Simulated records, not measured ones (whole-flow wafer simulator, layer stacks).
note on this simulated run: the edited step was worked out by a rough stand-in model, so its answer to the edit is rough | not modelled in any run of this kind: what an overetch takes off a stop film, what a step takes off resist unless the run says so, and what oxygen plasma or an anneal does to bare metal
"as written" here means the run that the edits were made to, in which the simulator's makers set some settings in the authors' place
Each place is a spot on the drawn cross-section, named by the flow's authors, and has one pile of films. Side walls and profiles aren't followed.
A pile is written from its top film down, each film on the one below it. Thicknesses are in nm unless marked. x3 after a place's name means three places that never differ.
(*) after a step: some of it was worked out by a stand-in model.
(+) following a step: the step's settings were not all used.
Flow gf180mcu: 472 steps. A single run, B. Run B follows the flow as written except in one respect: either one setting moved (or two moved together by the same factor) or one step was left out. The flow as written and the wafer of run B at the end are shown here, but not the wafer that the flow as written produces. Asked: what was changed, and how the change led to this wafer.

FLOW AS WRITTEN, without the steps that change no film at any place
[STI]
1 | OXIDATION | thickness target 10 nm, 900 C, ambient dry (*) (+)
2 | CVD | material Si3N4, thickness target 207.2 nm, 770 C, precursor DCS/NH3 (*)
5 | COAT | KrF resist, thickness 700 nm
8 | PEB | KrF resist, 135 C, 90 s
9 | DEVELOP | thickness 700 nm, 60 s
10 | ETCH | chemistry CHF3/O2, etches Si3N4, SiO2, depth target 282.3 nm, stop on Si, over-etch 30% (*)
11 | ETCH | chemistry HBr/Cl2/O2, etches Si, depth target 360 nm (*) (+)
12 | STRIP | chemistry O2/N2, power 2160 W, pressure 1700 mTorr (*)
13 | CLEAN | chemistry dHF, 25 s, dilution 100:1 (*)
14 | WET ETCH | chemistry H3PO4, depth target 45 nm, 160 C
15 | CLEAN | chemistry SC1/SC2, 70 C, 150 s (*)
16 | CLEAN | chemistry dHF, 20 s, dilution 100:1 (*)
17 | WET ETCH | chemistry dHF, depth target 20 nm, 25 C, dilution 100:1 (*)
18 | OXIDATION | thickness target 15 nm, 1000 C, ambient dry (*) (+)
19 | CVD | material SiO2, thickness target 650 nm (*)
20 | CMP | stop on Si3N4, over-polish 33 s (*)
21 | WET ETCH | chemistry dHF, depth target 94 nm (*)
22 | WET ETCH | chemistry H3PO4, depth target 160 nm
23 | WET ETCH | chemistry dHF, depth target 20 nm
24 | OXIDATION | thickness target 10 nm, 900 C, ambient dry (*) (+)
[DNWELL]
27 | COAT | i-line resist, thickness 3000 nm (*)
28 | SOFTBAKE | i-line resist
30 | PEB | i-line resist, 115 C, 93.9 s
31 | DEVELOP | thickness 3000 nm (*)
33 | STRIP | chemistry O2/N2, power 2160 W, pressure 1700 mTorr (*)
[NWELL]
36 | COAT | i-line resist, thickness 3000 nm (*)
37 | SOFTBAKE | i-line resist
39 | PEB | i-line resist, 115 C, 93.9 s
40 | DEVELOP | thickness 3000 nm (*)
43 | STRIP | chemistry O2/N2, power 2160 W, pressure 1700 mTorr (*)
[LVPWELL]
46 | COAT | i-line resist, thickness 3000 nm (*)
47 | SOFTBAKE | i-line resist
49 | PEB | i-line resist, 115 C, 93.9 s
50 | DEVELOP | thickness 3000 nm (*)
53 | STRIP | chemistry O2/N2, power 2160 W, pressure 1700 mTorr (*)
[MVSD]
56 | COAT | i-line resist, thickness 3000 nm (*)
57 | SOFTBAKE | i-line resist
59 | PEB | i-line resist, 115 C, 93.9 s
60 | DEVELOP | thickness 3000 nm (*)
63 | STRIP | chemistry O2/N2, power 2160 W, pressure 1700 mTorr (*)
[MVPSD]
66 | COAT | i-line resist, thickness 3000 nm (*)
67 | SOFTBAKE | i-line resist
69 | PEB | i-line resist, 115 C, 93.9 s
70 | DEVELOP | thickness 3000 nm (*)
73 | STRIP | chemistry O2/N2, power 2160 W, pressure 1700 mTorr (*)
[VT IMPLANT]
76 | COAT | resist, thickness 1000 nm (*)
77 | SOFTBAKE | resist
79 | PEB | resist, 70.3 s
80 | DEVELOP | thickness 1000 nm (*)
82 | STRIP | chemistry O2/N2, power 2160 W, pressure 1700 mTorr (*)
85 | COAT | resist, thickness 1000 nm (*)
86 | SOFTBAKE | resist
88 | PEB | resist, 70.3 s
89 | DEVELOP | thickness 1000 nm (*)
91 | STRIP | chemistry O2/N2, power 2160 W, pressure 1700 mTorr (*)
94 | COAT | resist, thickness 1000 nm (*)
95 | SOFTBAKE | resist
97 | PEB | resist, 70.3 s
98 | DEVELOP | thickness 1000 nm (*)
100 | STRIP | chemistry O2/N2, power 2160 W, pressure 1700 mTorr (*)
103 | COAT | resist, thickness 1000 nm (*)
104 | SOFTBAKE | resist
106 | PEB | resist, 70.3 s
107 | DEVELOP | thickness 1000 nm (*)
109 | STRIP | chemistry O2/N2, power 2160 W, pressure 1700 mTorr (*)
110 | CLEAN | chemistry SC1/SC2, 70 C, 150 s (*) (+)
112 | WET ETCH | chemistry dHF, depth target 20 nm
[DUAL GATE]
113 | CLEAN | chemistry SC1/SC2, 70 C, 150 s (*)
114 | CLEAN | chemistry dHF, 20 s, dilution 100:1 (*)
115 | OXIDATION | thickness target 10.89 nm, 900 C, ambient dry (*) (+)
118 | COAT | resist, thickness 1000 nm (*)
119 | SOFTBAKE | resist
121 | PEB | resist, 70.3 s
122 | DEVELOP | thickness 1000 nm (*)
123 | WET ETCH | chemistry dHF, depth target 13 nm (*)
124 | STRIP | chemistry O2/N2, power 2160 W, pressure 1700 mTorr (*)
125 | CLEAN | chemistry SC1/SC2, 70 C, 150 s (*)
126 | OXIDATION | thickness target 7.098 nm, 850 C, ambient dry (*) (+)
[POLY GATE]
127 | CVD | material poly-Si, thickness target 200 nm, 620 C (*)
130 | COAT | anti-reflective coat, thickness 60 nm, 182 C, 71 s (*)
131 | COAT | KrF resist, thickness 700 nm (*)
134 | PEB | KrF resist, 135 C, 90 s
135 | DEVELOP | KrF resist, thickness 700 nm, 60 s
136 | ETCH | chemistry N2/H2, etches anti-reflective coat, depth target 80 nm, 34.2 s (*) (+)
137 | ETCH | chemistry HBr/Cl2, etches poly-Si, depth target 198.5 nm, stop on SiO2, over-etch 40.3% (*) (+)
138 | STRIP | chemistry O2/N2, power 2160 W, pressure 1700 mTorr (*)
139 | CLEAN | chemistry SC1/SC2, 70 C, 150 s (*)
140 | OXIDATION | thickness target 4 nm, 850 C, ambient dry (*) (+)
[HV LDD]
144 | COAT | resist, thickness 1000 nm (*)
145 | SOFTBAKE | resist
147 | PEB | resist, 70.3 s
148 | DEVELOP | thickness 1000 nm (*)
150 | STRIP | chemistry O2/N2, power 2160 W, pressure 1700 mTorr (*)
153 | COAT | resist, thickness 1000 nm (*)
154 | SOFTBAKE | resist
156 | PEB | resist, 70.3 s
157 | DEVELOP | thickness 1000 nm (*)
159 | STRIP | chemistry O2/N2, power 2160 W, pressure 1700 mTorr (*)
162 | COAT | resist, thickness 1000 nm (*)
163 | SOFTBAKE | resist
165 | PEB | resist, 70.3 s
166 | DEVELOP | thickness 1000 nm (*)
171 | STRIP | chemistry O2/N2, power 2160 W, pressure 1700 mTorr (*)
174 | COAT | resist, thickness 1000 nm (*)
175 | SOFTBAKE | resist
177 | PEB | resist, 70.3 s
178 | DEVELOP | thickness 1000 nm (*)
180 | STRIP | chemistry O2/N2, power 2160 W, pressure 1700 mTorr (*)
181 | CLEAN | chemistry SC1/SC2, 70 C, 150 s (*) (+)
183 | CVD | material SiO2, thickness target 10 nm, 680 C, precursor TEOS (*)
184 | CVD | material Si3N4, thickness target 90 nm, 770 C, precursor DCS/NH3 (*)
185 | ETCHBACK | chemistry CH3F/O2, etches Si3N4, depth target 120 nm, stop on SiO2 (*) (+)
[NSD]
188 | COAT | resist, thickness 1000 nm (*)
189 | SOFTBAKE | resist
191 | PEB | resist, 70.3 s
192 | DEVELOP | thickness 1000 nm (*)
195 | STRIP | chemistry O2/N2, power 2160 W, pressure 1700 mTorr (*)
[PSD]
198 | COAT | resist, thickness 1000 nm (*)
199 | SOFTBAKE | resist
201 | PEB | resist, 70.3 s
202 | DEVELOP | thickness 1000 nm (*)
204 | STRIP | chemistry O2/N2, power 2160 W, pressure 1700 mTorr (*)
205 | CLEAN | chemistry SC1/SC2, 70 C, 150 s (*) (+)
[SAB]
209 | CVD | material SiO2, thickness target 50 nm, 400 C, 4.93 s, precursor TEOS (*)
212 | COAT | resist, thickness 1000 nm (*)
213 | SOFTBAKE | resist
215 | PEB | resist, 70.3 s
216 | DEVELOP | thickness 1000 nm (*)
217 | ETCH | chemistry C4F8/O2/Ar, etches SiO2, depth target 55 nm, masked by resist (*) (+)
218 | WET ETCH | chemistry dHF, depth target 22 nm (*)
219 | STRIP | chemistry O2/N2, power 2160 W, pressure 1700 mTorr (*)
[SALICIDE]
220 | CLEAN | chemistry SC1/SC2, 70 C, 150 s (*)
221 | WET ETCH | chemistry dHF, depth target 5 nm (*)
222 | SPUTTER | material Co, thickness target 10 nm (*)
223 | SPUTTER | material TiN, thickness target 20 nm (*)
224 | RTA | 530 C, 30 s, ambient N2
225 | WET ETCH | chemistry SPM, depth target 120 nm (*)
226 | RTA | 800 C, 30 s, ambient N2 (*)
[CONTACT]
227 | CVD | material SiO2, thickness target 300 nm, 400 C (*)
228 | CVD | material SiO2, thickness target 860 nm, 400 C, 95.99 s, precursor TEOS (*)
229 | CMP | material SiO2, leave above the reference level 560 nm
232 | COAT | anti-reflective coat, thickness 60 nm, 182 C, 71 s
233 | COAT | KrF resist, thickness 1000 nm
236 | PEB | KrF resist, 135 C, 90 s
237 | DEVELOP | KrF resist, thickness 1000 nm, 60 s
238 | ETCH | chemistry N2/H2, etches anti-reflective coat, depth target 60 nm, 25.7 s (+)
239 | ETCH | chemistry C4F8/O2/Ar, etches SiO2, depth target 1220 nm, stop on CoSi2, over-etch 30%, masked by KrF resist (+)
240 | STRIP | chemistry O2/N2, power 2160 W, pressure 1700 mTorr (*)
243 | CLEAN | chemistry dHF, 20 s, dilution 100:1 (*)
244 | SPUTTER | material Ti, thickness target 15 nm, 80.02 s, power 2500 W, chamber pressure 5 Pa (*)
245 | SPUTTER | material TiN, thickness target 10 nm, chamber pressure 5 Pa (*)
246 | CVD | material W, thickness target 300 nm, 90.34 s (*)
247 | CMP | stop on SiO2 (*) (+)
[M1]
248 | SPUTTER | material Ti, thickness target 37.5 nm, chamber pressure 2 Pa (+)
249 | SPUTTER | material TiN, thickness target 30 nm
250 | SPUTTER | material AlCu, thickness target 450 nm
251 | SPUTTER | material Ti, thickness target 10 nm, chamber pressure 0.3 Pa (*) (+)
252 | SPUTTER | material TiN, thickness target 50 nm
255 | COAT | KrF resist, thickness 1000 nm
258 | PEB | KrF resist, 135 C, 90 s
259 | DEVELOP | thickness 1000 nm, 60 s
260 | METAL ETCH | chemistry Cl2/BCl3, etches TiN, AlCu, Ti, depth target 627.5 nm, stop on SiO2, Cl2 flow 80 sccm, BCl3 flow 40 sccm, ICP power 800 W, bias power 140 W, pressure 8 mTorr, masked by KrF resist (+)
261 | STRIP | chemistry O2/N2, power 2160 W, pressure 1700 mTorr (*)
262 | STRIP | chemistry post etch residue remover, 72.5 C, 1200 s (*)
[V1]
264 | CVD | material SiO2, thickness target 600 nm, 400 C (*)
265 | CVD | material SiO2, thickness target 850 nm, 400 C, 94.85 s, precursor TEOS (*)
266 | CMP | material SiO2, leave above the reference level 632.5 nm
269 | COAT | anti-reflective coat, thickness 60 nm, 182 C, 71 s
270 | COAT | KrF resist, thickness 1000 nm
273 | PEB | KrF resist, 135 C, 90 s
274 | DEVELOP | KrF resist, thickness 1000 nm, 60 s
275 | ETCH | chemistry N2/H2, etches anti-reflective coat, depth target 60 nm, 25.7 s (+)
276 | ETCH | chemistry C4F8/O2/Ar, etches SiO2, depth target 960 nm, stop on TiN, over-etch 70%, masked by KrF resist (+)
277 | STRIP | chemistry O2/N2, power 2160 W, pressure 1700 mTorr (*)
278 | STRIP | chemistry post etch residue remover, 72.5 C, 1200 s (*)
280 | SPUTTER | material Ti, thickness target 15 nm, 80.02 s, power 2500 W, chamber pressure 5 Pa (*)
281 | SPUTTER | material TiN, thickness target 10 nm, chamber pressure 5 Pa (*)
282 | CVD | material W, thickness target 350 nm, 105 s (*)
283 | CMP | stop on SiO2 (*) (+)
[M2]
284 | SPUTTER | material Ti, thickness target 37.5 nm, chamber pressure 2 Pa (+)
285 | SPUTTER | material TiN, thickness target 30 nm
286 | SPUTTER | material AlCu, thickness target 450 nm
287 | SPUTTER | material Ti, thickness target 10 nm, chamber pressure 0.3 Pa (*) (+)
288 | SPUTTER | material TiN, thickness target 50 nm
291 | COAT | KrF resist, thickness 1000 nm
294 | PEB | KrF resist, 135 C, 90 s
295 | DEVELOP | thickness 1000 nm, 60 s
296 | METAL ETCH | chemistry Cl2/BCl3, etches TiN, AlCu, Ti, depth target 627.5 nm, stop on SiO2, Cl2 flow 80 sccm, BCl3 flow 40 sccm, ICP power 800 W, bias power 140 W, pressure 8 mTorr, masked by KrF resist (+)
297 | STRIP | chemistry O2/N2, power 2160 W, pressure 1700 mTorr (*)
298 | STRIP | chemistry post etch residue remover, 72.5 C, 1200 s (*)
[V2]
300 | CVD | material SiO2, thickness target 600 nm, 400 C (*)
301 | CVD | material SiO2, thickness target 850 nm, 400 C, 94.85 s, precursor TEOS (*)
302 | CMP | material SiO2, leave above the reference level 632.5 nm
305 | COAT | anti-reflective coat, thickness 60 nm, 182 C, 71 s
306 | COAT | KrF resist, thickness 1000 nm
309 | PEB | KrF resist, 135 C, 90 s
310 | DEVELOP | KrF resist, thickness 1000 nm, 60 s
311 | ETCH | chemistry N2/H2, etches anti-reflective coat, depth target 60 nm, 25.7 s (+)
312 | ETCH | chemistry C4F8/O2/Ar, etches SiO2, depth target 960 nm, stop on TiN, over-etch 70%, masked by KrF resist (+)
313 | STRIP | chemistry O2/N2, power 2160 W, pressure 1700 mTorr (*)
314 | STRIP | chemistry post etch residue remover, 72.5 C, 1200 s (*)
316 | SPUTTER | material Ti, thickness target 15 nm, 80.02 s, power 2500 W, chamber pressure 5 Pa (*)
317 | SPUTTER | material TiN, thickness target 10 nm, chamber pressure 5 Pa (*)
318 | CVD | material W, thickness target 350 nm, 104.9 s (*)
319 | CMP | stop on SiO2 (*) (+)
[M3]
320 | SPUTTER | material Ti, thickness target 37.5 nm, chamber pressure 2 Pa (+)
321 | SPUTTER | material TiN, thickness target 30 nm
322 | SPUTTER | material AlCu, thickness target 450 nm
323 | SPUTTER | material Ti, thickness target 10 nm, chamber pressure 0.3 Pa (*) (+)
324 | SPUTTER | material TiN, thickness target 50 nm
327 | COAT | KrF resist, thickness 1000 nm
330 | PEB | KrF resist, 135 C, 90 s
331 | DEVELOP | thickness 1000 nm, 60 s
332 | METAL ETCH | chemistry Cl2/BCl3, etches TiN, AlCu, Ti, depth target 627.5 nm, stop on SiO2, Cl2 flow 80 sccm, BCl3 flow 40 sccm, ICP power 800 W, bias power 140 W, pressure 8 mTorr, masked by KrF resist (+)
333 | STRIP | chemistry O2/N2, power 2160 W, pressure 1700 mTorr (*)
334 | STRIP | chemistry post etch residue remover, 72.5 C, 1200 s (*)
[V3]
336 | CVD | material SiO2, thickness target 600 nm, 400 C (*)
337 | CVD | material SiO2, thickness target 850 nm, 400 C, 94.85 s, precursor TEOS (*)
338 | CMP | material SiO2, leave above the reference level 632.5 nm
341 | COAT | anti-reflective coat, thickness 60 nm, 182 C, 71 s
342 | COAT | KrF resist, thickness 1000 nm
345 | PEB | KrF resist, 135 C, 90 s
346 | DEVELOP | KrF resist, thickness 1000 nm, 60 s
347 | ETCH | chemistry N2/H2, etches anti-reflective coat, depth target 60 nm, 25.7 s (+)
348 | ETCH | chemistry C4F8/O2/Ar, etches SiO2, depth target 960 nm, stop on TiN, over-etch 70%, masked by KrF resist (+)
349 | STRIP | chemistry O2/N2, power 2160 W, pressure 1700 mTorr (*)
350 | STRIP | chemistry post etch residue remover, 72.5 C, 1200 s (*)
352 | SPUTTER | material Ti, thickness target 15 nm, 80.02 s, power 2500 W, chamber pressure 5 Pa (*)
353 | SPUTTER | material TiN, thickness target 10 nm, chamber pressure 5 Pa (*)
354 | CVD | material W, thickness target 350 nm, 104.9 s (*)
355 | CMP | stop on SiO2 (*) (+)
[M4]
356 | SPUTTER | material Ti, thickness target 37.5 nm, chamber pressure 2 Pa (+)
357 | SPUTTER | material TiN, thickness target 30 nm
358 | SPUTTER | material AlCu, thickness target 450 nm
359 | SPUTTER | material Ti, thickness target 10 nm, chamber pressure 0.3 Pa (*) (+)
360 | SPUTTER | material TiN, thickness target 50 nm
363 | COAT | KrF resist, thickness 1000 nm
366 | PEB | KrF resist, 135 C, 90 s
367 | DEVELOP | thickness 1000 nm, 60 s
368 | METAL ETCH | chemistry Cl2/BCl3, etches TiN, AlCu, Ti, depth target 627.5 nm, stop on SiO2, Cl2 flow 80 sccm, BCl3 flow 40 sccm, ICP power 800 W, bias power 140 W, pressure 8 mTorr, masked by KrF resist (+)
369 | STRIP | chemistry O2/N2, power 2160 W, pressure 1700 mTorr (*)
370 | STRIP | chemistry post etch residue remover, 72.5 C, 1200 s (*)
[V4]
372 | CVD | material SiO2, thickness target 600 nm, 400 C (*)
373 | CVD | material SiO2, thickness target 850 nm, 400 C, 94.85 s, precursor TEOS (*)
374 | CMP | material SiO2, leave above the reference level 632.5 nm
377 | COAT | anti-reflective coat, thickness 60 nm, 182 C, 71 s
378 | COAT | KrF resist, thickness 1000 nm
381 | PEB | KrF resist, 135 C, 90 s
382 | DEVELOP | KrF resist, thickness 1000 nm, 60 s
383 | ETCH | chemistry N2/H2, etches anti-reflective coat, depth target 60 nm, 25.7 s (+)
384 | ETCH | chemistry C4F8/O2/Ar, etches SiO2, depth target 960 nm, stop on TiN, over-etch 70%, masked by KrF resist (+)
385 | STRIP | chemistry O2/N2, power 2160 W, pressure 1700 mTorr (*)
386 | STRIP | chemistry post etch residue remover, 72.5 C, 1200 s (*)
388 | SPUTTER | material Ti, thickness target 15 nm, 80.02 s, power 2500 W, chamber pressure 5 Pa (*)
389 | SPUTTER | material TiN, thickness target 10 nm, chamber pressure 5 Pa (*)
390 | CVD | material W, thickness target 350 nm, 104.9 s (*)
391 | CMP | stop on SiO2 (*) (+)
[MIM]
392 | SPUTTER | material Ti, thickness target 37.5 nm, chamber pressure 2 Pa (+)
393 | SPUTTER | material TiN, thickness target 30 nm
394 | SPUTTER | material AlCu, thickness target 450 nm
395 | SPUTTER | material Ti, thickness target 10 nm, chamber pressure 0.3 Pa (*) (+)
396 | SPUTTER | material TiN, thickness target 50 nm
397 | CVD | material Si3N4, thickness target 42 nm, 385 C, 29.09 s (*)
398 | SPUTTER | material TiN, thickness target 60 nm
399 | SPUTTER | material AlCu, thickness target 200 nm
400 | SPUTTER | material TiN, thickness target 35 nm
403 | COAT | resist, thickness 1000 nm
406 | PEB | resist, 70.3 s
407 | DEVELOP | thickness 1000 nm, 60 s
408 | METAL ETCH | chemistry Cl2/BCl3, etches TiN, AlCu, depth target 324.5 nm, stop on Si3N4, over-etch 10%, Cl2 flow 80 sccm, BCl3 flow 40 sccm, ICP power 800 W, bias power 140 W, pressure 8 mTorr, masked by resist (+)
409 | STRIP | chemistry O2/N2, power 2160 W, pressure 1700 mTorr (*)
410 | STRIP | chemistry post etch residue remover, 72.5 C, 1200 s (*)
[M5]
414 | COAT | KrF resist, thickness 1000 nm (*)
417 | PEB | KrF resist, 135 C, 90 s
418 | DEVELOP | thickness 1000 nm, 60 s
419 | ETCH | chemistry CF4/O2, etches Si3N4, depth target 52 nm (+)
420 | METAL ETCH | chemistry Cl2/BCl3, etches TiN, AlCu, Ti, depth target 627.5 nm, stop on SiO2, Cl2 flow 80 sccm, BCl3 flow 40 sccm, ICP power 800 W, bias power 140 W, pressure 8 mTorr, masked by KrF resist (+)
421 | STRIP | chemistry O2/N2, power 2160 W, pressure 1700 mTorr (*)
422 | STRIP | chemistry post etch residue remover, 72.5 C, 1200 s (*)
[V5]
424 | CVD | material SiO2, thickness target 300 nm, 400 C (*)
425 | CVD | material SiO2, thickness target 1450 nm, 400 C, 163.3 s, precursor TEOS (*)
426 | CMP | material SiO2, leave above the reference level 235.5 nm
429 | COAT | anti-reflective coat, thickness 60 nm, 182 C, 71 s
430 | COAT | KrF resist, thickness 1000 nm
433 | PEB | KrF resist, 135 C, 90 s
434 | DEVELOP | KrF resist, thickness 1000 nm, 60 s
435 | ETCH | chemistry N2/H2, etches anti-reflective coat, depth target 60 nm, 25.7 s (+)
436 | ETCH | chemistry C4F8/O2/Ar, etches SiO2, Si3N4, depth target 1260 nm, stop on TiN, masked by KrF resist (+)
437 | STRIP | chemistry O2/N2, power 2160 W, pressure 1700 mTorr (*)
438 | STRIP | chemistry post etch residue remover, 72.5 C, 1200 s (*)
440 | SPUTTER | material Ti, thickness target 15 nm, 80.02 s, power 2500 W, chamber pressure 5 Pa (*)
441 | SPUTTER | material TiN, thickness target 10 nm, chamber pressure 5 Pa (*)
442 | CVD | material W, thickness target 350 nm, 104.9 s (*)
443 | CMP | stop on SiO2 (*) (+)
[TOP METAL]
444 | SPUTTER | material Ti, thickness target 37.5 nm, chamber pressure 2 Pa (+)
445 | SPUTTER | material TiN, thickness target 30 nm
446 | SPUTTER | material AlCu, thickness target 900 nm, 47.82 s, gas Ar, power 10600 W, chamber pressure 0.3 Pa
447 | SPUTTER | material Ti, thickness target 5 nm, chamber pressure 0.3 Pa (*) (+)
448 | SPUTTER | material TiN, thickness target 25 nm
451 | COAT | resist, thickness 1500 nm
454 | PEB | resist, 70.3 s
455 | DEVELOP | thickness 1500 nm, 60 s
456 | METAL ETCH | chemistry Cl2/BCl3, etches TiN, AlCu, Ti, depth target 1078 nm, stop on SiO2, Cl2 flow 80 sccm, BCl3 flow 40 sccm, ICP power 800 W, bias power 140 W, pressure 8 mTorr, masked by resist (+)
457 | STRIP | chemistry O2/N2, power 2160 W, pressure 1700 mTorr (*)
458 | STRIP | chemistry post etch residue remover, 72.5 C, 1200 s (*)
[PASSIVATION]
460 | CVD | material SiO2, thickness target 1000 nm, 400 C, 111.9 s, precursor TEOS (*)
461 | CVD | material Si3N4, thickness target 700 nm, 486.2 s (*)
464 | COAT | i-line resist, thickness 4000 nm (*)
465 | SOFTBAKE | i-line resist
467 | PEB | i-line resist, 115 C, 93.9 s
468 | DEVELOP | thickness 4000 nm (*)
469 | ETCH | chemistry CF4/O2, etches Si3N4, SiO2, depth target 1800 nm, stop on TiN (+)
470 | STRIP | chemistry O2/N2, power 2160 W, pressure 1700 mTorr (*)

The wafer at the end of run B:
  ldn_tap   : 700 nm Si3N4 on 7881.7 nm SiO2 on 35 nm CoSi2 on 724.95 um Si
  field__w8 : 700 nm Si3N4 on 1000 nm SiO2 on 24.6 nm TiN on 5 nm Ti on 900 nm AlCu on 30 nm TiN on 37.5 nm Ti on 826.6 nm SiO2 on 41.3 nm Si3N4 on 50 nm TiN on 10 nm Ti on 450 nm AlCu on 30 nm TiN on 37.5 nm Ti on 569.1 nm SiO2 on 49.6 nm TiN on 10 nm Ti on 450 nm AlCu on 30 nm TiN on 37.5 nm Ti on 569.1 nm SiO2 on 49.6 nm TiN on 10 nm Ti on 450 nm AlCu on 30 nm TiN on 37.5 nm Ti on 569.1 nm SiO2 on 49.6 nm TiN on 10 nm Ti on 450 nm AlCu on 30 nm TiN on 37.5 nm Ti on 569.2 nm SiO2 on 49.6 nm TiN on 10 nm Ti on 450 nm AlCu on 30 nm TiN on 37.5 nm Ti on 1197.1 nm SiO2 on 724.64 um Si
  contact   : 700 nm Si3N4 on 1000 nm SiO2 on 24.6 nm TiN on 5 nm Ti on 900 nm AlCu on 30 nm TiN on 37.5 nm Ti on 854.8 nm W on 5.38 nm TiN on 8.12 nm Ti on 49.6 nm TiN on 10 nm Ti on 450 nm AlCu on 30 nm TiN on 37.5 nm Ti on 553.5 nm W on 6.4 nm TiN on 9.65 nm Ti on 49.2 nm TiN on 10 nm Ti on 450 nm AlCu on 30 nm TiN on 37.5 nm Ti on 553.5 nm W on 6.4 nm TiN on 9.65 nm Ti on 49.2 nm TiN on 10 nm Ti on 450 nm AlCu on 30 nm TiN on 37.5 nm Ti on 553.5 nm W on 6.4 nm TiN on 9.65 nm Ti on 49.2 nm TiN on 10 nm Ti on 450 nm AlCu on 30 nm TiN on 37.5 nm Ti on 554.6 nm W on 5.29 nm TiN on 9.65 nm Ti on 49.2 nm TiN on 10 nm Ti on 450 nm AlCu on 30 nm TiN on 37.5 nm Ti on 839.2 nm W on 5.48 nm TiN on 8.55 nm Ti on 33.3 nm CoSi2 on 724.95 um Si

What caused this: step 281, SPUTTER: thickness target 8.25 nm was run, while the flow as written has thickness target 10 nm.

The path from the change to this, step by step:
  281 | SPUTTER | material TiN, thickness target 10 nm, chamber pressure 5 Pa (*)
      field, field__w1, field__w2 and 107 more: +8.25 TiN (new film) (it would be, as written: +10 TiN (new film))
      contact: +5.29 TiN (new film) (it would be, as written: +6.4 TiN (new film))
  283 | CMP | stop on SiO2 (*) (+)
      field, field__w1, field__w2 and 107 more: -350 W (all of it), -8.25 TiN (all of it), -15 Ti (all of it), -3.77 SiO2 (it would be, as written: -350 W (all of it), -10 TiN (all of it), -15 Ti (all of it), -3.78 SiO2)
